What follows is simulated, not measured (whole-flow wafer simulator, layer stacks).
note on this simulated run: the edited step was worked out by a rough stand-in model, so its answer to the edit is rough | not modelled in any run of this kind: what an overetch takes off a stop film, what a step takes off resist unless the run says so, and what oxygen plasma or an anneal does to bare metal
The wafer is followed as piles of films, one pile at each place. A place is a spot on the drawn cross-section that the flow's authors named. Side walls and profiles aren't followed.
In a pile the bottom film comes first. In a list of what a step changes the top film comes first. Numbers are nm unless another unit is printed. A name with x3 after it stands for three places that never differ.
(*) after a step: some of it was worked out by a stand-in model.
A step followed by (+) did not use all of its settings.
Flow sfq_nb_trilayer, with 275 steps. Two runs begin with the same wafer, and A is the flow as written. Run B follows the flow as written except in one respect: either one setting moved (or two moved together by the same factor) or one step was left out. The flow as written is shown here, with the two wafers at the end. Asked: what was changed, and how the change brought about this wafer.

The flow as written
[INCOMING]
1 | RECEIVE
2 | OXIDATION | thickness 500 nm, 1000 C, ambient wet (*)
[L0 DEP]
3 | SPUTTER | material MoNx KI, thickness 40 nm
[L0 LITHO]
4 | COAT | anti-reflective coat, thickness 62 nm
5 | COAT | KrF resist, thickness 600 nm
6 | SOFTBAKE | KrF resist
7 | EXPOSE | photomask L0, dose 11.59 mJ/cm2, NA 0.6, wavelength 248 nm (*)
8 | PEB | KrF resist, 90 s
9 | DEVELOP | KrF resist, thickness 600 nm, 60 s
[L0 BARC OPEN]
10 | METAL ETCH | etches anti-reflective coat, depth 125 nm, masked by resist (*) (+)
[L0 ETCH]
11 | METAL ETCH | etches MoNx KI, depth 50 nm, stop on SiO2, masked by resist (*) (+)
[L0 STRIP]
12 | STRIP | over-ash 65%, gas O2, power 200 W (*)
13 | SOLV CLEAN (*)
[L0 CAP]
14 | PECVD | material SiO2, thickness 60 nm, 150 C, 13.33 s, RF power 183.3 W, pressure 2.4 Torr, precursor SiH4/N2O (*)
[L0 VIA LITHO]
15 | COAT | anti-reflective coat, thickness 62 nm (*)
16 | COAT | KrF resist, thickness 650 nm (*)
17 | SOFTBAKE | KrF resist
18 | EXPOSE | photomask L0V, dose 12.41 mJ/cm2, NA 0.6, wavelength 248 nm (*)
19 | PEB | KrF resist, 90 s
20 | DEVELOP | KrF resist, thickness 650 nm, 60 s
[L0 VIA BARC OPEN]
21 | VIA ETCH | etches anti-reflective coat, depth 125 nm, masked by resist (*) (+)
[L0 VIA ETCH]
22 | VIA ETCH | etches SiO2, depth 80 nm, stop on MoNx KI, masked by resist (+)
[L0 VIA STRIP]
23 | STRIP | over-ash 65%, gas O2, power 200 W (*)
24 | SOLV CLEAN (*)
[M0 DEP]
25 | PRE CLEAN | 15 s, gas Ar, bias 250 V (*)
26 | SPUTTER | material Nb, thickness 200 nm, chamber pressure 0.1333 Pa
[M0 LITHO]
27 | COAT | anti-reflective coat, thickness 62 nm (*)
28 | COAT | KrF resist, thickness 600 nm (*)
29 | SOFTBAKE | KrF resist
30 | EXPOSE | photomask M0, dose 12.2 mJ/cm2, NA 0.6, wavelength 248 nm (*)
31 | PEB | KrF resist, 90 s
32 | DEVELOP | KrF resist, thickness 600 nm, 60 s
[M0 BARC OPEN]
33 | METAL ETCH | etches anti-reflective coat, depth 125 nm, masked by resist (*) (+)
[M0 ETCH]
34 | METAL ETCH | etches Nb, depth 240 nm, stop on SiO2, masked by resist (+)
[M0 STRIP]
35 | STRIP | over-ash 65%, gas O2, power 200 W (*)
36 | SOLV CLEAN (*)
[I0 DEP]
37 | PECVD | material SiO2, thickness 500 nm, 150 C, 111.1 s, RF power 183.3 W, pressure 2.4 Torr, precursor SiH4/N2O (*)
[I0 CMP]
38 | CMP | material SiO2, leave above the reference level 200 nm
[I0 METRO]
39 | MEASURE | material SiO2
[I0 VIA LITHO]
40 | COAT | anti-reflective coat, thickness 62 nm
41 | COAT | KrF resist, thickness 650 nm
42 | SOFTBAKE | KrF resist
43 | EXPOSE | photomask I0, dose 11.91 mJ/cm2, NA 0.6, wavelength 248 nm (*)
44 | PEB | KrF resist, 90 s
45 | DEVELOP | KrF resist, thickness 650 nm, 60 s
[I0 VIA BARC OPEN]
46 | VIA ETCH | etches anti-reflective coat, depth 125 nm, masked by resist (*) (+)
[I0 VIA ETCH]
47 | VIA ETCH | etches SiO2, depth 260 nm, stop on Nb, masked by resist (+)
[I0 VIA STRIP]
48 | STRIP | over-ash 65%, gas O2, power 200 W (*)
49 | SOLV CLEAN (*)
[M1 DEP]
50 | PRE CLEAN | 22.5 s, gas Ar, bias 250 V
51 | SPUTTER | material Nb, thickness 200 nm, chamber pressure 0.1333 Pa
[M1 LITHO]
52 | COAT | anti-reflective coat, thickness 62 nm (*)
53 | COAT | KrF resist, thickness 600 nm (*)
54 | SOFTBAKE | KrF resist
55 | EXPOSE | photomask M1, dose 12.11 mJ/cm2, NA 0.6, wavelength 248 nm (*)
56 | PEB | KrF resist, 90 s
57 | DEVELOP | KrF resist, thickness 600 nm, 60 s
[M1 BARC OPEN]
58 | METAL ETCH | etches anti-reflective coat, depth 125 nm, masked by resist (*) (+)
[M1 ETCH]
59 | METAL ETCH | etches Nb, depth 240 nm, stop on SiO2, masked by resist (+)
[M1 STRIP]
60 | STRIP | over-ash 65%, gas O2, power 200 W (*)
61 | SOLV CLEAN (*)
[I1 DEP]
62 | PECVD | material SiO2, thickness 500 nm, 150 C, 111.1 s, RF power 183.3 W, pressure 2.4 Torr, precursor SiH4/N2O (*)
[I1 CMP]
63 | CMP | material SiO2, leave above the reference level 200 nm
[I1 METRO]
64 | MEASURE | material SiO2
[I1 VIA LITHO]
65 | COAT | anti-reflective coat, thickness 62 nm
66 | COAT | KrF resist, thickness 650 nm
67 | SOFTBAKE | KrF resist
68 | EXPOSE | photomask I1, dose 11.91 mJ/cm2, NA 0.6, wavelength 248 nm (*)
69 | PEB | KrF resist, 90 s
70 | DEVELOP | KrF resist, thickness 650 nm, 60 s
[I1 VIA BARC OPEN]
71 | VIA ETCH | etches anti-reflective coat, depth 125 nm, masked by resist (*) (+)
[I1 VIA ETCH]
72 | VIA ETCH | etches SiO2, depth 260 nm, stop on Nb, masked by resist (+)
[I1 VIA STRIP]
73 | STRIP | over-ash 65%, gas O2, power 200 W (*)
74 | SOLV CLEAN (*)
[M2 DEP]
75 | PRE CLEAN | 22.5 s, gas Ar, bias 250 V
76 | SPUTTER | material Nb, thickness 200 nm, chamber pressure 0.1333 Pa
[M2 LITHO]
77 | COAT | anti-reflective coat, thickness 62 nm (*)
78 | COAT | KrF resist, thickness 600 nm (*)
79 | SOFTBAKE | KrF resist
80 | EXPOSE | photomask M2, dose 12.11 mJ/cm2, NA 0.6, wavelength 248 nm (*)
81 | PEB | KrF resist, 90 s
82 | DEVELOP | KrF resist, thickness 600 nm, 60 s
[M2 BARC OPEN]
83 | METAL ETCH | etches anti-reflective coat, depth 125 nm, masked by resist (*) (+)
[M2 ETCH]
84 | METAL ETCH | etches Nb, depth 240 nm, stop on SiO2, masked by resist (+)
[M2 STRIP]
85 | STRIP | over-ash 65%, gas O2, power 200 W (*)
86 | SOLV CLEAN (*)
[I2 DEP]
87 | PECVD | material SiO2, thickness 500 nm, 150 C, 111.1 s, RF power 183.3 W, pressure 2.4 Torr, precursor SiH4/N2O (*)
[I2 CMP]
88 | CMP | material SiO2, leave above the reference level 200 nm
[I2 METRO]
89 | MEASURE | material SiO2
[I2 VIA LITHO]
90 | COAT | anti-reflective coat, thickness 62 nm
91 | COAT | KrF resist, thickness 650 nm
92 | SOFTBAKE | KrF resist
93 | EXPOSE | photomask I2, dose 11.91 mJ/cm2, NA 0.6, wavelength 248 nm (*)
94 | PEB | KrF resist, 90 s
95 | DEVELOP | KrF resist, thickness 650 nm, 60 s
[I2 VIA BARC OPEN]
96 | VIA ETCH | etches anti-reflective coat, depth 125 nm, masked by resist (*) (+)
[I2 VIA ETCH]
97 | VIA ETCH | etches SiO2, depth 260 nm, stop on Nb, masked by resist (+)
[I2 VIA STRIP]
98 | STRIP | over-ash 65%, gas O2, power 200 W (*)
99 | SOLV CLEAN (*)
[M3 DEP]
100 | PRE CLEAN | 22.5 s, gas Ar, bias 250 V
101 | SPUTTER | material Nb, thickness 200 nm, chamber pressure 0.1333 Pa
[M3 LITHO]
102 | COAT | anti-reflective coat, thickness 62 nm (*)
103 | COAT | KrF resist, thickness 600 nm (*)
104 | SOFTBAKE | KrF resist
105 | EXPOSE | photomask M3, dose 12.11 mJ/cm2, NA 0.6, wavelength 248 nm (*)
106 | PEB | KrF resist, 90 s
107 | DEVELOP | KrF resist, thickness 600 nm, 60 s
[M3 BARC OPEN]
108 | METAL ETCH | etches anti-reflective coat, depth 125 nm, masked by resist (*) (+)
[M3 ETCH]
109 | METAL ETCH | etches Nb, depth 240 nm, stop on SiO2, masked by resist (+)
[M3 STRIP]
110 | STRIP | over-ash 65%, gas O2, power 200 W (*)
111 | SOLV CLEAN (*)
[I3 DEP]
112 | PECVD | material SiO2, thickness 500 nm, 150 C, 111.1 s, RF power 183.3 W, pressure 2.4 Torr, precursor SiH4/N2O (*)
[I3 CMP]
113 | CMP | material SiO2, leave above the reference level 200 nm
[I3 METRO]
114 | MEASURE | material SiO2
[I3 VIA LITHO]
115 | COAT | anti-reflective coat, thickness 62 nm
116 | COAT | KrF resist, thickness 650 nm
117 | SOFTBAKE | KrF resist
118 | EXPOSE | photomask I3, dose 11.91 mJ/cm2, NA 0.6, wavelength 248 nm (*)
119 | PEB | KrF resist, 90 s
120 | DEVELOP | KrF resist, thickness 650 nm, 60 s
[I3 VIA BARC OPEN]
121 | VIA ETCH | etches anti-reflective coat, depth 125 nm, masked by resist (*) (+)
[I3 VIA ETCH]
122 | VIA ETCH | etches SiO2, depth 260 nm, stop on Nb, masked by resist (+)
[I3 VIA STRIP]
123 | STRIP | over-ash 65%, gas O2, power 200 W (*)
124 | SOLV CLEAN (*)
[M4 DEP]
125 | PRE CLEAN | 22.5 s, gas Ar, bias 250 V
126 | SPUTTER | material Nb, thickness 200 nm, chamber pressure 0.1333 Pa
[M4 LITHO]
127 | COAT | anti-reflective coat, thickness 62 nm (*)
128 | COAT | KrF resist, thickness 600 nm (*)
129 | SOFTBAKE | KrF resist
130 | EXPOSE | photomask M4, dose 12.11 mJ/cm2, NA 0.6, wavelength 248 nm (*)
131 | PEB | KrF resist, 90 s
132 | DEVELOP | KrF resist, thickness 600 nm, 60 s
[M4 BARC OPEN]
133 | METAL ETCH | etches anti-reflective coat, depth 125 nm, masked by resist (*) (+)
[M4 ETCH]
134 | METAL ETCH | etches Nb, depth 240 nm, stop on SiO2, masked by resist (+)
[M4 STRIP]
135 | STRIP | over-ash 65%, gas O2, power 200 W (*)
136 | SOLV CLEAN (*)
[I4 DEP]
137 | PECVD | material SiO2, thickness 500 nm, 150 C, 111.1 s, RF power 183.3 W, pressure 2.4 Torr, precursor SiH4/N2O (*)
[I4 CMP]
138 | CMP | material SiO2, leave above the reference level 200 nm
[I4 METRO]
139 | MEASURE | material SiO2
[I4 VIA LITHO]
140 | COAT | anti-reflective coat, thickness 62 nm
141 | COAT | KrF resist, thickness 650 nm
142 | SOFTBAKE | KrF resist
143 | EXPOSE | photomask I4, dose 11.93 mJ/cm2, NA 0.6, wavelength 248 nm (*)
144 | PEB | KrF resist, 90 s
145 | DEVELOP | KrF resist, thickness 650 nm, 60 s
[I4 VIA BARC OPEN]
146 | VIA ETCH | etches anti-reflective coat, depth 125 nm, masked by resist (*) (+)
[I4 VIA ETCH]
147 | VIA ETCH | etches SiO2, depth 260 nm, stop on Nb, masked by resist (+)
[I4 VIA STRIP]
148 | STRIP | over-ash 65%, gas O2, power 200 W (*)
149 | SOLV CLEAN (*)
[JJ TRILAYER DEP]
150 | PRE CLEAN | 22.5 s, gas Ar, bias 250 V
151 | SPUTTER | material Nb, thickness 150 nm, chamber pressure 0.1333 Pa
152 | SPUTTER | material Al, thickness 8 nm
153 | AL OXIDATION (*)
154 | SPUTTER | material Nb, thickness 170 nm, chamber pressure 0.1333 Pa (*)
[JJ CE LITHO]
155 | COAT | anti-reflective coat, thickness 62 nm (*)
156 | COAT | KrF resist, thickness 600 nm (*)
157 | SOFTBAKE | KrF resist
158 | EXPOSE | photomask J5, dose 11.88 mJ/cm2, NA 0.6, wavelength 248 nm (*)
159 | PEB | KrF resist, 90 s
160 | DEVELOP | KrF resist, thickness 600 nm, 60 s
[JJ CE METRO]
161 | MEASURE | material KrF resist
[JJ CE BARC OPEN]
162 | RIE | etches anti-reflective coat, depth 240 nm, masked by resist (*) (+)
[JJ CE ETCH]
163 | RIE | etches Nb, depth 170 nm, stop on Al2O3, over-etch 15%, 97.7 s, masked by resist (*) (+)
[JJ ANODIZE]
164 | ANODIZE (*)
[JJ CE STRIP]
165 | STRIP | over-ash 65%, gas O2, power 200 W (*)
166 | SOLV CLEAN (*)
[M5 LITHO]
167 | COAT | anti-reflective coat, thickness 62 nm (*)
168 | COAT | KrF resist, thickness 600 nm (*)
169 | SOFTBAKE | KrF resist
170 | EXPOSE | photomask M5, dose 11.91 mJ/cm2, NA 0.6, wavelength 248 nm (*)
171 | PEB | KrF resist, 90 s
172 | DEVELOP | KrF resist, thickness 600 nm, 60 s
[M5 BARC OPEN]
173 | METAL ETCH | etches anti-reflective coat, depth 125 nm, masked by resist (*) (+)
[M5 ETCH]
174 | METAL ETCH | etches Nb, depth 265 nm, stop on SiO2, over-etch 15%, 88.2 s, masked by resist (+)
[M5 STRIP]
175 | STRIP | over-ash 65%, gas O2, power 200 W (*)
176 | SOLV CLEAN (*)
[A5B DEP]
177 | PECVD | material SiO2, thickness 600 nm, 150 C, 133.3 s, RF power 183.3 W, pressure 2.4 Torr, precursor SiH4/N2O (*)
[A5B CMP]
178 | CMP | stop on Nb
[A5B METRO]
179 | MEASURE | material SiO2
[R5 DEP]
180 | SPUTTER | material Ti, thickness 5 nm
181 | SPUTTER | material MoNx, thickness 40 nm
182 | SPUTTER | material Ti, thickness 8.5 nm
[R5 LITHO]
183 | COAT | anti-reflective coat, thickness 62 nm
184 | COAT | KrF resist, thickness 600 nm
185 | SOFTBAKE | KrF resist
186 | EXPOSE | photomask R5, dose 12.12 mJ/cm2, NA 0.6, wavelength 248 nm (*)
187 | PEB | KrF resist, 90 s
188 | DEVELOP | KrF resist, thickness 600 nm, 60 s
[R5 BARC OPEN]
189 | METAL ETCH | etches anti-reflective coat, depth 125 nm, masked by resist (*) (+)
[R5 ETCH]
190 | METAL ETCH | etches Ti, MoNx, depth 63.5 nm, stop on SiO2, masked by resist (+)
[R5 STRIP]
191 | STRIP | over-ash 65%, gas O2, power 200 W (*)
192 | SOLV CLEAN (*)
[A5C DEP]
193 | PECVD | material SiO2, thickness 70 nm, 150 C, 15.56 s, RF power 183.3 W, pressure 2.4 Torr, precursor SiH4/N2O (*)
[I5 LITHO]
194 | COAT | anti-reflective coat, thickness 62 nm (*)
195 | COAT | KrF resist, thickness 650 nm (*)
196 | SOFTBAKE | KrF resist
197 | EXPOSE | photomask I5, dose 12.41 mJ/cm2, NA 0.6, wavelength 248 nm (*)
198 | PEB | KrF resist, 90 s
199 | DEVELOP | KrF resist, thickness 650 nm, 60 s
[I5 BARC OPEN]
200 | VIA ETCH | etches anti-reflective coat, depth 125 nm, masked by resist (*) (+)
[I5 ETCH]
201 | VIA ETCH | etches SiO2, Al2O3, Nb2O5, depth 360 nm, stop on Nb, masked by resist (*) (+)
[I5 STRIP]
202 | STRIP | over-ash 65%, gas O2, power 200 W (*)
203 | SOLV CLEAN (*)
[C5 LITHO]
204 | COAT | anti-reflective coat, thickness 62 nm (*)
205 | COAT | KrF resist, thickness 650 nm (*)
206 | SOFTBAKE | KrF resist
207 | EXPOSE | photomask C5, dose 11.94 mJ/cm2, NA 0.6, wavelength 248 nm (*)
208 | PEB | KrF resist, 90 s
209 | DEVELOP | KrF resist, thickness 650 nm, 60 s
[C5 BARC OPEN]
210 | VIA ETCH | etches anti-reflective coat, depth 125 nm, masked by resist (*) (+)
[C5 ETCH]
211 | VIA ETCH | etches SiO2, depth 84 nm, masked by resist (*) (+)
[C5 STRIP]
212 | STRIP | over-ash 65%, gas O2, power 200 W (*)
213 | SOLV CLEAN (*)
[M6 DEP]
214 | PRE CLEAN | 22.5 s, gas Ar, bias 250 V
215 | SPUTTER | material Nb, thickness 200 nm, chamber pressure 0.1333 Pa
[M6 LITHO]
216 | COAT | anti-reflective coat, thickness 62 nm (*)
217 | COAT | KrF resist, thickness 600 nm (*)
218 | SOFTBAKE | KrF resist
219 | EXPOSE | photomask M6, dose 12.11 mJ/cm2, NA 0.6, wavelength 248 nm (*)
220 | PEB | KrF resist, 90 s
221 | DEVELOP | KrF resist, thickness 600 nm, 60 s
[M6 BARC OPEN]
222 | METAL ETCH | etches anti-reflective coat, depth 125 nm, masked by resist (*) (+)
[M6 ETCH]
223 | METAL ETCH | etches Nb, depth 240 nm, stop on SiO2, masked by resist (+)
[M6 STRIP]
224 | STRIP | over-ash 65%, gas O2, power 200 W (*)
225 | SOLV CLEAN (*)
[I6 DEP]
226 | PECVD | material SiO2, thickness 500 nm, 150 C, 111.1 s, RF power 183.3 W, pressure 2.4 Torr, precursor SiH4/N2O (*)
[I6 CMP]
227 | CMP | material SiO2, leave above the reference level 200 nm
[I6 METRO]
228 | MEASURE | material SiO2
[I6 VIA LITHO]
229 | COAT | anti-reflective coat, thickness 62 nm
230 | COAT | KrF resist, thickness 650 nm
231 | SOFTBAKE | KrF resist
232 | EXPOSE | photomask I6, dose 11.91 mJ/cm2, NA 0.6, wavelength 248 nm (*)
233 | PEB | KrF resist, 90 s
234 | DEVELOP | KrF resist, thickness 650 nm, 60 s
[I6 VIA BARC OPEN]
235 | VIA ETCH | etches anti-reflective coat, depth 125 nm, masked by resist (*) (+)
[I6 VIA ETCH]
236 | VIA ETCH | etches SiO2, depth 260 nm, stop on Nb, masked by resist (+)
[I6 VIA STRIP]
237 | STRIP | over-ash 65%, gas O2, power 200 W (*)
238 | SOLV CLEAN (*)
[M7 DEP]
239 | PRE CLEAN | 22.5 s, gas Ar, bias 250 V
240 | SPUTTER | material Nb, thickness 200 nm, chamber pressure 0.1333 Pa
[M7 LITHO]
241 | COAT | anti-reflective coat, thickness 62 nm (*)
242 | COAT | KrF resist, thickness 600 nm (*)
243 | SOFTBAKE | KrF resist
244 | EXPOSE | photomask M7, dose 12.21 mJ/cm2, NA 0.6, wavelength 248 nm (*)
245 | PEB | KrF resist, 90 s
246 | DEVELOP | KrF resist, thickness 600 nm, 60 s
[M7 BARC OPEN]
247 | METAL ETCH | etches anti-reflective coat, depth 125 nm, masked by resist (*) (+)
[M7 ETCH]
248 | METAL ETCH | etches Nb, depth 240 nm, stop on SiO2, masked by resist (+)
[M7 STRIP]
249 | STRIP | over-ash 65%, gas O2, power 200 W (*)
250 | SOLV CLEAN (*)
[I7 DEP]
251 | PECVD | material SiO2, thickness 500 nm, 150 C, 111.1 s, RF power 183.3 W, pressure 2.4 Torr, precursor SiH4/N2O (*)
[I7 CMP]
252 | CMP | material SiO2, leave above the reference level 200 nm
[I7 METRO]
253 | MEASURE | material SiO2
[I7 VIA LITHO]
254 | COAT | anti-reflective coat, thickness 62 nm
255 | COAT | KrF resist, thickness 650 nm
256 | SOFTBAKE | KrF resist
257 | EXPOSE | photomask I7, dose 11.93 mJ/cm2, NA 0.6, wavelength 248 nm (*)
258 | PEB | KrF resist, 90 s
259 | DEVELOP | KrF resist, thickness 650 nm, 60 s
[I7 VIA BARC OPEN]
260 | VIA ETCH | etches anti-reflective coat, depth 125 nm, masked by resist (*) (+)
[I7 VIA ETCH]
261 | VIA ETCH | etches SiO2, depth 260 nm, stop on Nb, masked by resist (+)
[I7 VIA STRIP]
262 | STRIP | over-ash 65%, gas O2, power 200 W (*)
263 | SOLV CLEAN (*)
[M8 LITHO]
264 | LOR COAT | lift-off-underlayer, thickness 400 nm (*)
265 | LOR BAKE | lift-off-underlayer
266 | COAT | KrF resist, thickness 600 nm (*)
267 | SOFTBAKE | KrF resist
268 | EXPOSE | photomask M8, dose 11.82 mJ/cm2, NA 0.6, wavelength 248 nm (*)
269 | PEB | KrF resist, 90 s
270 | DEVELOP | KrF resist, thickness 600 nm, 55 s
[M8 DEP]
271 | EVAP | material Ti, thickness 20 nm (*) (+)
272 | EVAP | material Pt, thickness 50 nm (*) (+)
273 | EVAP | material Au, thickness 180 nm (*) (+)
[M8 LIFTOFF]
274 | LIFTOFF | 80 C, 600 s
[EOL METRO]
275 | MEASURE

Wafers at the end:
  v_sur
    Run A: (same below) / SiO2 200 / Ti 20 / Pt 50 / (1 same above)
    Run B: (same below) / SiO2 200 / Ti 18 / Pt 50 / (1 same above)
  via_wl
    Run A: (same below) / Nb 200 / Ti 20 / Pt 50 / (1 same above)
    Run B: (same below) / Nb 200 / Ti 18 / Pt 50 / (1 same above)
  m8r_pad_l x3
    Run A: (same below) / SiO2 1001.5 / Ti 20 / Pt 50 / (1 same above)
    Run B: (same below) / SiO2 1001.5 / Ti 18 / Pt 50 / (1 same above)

What caused this: step 271, EVAP: thickness 18 nm was run, while the flow as written has thickness 20 nm.
One can read it off the wafer: v_sur has Ti 18, and step 271 as written asks for 20 nm.

How this came from the change, step by step:
  271 | EVAP | material Ti, thickness 20 nm (*) (+)
      field_l, v_sur, via_wl and 103 more: A +20 Ti (new film) | B +18 Ti (new film)
  274 | LIFTOFF | 80 C, 600 s
      p4_fl x3, p4_w1 x9, p4_g1 x2 and 60 more: A -180 Au (all of it), -50 Pt (all of it), -20 Ti (all of it), -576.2 KrF resist (all of it), -400 lift-off-underlayer (all of it) | B -180 Au (all of it), -50 Pt (all of it), -18 Ti (all of it), -576.2 KrF resist (all of it), -400 lift-off-underlayer (all of it)
      c5j, ce_r: A -180 Au (all of it), -50 Pt (all of it), -20 Ti (all of it), -573.3 KrF resist (all of it), -399.3 lift-off-underlayer (all of it) | B -180 Au (all of it), -50 Pt (all of it), -18 Ti (all of it), -573.3 KrF resist (all of it), -399.3 lift-off-underlayer (all of it)
      (also at 19 further places)
